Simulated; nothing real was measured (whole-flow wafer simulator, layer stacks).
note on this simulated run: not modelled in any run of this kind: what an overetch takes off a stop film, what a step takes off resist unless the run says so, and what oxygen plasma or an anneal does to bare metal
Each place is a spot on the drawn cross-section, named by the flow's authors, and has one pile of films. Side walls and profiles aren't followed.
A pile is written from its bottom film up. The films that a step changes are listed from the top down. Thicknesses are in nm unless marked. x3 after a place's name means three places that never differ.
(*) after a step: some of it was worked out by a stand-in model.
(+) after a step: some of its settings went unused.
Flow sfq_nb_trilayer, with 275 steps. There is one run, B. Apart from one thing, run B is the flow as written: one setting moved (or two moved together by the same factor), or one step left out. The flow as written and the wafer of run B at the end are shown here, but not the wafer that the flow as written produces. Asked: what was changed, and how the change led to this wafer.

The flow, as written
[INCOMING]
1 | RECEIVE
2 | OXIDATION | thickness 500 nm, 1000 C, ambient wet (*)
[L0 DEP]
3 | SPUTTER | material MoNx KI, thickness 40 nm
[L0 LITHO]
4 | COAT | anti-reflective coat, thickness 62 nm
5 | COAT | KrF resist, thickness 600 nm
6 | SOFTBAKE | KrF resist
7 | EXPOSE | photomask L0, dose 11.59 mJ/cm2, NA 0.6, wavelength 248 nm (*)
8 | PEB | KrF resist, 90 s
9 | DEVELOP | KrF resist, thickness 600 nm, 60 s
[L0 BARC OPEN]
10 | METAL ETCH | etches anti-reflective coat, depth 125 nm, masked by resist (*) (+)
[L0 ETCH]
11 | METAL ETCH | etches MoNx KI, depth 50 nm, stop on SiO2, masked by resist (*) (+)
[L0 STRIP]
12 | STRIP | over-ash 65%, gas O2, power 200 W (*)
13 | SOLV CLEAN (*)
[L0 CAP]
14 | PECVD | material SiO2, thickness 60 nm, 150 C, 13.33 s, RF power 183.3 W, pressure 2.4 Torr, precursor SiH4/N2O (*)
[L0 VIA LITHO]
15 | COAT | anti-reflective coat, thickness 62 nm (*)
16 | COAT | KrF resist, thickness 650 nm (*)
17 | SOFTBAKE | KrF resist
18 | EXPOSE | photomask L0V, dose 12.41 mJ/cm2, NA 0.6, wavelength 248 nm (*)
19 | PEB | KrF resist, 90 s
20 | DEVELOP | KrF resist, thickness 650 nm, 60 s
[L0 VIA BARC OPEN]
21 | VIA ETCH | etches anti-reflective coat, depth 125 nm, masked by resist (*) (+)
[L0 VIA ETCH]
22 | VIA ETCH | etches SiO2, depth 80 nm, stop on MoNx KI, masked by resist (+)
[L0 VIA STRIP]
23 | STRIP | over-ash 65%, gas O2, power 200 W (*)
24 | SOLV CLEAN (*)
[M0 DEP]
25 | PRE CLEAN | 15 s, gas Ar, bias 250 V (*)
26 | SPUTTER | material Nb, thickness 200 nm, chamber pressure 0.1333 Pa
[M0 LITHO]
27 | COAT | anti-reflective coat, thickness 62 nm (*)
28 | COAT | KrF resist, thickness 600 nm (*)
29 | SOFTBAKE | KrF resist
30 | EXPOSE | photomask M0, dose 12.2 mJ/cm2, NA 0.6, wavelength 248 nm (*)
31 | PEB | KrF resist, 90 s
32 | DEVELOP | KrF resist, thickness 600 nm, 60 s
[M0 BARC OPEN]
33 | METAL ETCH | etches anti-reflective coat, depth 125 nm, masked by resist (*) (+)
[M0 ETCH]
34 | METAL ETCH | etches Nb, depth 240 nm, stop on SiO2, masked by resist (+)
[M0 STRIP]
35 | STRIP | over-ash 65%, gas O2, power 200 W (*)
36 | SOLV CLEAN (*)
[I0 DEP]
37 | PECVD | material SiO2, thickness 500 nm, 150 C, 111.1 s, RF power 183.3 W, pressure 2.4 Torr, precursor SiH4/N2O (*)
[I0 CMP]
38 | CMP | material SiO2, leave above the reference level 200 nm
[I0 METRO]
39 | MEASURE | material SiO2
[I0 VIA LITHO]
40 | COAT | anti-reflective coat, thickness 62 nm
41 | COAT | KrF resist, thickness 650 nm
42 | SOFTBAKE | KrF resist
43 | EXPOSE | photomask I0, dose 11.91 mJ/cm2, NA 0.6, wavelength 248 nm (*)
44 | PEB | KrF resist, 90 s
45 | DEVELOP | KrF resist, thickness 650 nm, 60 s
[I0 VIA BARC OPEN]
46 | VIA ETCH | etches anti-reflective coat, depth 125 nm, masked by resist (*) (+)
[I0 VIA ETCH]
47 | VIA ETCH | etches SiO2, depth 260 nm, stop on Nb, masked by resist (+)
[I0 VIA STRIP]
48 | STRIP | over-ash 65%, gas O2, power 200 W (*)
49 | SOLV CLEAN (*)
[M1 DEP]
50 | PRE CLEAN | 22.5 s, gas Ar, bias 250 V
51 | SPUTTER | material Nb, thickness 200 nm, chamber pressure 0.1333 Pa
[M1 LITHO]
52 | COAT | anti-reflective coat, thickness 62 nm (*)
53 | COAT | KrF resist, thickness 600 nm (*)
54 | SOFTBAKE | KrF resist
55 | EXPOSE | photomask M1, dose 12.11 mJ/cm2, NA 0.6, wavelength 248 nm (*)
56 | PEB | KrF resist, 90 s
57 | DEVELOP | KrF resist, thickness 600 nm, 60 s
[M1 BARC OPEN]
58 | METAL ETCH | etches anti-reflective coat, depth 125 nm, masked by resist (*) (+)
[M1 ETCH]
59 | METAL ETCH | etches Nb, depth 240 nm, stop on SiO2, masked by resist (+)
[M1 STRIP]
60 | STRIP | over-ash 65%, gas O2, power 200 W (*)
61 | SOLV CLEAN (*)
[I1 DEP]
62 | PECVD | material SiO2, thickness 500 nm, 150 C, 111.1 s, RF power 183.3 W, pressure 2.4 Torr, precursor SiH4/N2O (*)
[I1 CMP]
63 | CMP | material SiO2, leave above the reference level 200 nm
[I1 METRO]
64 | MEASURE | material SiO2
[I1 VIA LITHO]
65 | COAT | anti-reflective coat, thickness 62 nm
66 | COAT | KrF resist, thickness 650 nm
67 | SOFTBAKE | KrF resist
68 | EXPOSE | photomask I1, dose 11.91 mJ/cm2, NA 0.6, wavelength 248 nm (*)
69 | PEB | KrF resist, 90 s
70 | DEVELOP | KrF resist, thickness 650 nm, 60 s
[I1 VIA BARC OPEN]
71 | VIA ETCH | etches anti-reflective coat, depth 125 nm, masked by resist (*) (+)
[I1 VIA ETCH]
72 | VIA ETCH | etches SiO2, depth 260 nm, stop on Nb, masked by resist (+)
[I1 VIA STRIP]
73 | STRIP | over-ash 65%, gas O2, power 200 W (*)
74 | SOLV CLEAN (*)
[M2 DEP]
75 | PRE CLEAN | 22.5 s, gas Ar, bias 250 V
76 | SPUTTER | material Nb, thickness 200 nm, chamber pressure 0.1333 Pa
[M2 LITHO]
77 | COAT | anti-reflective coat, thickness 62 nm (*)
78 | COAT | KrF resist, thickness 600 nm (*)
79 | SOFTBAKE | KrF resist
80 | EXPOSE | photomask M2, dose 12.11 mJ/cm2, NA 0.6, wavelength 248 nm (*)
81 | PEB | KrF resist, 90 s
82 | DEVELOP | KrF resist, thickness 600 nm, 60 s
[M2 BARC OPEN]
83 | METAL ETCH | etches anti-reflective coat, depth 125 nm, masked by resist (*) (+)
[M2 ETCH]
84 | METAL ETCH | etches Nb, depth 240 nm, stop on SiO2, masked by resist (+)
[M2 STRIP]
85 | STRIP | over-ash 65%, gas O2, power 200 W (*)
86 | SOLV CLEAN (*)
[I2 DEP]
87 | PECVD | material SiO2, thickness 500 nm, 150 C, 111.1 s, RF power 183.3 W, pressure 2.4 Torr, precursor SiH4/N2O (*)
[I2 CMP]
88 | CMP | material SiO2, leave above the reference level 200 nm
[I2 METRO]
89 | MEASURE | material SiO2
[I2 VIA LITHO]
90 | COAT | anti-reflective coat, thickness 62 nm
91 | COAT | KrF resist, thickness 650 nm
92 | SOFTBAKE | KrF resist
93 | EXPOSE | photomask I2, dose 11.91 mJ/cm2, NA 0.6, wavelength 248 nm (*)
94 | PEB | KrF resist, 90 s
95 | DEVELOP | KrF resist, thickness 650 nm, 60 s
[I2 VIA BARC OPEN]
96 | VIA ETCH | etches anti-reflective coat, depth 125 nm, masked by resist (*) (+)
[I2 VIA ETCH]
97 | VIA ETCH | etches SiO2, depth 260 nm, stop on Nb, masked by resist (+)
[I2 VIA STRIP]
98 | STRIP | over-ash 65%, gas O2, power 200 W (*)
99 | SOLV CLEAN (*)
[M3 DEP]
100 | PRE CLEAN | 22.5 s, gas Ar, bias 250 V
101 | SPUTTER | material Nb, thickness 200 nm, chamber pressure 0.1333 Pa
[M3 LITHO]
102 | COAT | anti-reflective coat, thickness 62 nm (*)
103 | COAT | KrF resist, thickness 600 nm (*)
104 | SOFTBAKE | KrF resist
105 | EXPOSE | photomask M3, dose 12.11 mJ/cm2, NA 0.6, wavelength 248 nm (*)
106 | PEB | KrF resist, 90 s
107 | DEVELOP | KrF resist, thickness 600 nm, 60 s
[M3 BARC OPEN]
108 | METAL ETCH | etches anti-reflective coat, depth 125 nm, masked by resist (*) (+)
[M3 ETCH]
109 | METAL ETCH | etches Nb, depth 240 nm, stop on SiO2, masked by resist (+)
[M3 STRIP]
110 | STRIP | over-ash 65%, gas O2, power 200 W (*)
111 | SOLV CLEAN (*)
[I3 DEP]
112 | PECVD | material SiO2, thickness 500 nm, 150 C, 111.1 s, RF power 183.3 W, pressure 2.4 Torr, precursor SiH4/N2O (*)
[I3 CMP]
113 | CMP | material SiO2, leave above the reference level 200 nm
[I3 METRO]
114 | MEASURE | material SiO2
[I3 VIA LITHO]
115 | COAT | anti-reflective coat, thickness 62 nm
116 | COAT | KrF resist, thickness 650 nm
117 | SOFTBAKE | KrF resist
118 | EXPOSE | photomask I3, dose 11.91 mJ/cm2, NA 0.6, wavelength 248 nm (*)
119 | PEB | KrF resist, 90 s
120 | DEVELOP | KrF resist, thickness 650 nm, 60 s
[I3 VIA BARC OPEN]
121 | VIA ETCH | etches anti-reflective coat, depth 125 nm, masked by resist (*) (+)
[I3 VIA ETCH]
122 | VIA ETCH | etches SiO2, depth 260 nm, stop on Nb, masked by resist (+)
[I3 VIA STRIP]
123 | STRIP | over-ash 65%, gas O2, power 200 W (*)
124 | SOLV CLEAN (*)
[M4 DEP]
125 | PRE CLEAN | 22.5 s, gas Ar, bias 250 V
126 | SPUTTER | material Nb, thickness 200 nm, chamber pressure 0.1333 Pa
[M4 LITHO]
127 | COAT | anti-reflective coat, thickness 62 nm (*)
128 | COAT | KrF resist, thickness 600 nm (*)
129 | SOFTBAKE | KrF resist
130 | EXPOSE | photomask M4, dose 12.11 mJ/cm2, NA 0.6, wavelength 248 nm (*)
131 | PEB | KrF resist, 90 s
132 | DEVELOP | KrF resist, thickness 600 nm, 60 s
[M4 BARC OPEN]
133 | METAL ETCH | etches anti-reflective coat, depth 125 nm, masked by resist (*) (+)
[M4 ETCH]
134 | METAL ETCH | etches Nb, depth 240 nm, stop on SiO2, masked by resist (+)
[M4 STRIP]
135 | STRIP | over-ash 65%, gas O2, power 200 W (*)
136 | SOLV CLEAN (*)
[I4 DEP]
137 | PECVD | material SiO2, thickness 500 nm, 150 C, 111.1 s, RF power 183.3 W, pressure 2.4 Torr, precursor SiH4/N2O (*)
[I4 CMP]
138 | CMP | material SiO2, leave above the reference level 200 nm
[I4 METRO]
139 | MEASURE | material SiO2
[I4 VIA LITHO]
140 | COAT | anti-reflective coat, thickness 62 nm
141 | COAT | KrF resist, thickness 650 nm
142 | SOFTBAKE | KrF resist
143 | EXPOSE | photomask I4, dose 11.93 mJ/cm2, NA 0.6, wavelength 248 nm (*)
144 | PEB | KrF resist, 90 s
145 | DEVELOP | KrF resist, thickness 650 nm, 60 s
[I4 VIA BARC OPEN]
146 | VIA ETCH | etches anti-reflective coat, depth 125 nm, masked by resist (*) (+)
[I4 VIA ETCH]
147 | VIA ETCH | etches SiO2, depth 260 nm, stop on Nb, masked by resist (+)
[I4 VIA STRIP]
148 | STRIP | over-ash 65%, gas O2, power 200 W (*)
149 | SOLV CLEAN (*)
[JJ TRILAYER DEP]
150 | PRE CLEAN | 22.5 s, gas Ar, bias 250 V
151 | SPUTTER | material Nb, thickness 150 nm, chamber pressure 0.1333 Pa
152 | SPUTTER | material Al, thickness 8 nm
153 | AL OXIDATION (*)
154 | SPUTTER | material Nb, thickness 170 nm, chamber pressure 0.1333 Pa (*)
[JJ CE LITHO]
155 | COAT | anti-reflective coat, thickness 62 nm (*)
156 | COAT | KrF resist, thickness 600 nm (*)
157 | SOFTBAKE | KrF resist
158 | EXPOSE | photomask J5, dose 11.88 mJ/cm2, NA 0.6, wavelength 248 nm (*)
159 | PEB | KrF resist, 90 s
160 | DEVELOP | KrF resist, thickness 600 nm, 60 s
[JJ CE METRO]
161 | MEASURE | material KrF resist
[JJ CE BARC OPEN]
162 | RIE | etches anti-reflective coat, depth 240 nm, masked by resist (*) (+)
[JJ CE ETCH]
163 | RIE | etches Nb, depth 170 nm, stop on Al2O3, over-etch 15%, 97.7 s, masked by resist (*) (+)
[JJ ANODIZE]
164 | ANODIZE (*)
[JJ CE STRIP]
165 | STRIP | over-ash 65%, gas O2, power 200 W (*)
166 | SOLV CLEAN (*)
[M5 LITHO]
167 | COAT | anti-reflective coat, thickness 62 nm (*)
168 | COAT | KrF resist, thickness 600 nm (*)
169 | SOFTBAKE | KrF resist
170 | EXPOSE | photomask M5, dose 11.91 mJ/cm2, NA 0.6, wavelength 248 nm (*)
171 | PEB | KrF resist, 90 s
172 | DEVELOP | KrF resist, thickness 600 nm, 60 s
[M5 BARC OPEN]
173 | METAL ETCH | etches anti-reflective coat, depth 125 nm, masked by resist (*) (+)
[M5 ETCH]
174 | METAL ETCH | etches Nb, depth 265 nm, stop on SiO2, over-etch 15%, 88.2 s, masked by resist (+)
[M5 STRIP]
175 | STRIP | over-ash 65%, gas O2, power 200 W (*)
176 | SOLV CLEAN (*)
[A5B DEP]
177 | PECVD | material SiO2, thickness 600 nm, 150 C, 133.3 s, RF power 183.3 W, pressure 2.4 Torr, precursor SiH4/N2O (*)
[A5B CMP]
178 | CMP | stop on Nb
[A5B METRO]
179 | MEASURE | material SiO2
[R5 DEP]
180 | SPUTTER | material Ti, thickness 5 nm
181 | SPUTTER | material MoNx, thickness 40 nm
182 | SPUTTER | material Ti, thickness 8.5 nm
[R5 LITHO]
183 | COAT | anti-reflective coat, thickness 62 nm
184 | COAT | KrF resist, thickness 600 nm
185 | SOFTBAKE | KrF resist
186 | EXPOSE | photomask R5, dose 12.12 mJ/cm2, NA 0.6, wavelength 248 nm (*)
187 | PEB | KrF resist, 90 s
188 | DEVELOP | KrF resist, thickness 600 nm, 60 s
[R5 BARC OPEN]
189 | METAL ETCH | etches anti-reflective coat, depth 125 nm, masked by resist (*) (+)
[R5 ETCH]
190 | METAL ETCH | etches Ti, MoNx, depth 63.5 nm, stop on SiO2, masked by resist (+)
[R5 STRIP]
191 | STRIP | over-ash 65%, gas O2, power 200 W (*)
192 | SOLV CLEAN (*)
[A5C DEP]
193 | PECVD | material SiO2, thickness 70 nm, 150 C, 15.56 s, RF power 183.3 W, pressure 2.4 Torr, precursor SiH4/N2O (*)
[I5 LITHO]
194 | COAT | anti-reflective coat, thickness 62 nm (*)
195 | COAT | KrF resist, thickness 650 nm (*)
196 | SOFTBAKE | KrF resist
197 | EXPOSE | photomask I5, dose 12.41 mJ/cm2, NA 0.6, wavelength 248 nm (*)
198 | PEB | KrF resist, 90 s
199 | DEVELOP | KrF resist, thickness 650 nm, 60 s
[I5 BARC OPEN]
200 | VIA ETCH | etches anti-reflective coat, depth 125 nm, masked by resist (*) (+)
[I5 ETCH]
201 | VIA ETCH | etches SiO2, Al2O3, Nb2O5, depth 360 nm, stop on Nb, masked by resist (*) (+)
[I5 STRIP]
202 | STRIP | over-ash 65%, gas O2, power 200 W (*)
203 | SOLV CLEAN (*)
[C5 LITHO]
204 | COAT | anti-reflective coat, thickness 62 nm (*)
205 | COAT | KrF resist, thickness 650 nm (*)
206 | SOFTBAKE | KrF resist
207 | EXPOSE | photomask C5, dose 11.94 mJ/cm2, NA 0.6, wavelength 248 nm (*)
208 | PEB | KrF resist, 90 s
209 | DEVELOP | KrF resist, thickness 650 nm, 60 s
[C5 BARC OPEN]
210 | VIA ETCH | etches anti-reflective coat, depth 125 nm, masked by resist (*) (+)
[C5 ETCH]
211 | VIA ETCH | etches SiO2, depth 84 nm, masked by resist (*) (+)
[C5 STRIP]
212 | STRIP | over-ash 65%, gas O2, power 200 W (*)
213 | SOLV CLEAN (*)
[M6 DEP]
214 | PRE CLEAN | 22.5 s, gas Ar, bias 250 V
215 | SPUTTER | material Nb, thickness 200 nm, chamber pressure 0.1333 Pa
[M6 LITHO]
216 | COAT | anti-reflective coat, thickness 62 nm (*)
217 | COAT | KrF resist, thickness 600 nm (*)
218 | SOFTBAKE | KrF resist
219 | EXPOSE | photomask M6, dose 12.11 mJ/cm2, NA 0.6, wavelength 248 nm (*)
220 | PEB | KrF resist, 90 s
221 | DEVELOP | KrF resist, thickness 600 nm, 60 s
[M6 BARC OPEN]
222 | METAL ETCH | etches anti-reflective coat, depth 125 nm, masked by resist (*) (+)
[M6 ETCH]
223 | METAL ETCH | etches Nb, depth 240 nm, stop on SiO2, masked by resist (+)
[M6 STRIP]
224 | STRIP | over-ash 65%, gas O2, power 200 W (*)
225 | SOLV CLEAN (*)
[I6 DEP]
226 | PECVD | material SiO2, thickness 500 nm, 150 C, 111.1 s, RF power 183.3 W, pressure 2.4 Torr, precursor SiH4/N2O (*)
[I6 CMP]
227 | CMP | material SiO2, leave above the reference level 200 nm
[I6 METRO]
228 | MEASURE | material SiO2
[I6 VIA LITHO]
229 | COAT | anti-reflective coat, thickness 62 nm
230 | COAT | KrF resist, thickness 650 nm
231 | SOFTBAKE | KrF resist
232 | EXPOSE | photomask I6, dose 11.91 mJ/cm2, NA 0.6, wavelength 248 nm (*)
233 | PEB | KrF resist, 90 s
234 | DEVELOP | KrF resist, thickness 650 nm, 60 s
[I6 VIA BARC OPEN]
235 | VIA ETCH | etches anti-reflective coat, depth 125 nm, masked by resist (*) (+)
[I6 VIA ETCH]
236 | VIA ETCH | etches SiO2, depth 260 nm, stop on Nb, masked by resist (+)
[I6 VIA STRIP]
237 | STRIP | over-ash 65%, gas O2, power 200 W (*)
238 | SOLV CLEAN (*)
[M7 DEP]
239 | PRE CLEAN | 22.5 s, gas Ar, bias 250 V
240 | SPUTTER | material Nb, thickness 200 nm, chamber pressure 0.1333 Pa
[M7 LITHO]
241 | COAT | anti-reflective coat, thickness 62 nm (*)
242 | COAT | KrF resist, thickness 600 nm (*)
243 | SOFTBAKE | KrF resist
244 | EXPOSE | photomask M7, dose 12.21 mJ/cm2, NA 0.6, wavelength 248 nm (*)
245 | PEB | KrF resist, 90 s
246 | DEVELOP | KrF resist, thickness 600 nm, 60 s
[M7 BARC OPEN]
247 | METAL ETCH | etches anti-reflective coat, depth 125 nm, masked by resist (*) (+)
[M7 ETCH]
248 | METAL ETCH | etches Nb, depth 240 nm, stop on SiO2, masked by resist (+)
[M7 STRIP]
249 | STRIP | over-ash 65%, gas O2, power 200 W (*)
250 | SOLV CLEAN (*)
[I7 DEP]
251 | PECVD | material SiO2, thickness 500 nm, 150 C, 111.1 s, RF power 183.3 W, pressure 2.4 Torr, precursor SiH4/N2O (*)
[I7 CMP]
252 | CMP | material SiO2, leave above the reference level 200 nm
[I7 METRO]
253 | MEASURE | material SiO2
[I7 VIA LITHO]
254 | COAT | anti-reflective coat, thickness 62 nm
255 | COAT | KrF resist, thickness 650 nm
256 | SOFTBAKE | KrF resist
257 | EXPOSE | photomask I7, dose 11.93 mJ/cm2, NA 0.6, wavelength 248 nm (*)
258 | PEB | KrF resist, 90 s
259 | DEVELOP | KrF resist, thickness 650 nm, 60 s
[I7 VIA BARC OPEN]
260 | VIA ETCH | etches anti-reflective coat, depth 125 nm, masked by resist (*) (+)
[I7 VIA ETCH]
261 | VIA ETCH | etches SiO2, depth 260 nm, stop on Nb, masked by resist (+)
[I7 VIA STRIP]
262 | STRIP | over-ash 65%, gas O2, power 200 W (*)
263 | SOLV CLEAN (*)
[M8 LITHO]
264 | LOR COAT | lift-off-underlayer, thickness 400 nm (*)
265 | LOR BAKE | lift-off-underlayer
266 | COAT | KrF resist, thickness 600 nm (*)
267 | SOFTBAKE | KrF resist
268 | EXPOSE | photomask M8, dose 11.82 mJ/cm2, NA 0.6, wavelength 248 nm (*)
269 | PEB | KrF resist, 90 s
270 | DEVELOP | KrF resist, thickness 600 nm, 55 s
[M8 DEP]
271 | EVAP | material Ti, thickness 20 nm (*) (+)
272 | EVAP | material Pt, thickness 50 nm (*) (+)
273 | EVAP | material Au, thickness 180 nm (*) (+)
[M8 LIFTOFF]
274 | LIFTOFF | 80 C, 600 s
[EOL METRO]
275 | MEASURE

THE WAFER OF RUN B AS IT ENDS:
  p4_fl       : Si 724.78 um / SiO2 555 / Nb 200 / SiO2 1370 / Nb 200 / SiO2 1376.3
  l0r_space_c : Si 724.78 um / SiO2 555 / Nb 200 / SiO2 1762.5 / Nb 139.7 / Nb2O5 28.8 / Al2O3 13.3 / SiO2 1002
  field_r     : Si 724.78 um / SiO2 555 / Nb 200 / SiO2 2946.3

What caused this: step 152, SPUTTER: thickness 8.4 nm was run, though the flow has thickness 8 nm.

The path from the change to this, step by step:
  164 | ANODIZE (*)
      field_l, v_sur, via_sp and 96 more: +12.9 Al2O3, +28.8 Nb2O5 (new film), -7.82 Al (all of it), -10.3 Nb (as written it would have been: +12.2 Al2O3, +29.9 Nb2O5 (new film), -7.42 Al (all of it), -10.8 Nb)
      via_wl, via_wr: +7.95 Al2O3 (new film), +38.4 Nb2O5 (new film), -4.82 Al (all of it), -13.8 Nb (as written it would have been: +7.52 Al2O3 (new film), +39.2 Nb2O5 (new film), -4.56 Al (all of it), -14.1 Nb)
      (and at 1 other place as well)
  167 | COAT | anti-reflective coat, thickness 62 nm (*)
      ce_l: +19 anti-reflective coat (new film) (as written it would have been: +19.6 anti-reflective coat (new film))
  174 | METAL ETCH | etches Nb, depth 265 nm, stop on SiO2, over-etch 15%, 88.2 s, masked by resist (+)
      field_l, r_sur, res and 50 more: -13.3 Al2O3 (all of it), -28.8 Nb2O5 (all of it), -139.7 Nb (all of it), -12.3 SiO2 (as written it would have been: -12.6 Al2O3 (all of it), -29.9 Nb2O5 (all of it), -139.2 Nb (all of it), -12.3 SiO2)
  175 | STRIP | over-ash 65%, gas O2, power 200 W (*)
      ce_l: -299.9 KrF resist (all of it), -19 anti-reflective coat (all of it) (as written it would have been: -299.6 KrF resist (all of it), -19.6 anti-reflective coat (all of it))
  201 | VIA ETCH | etches SiO2, Al2O3, Nb2O5, depth 360 nm, stop on Nb, masked by resist (*) (+)
      be: -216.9 SiO2 (all of it), -13.3 Al2O3 (all of it), -28.8 Nb2O5 (all of it) (as written it would have been: -216.4 SiO2 (all of it), -12.7 Al2O3 (all of it), -29.9 Nb2O5 (all of it))
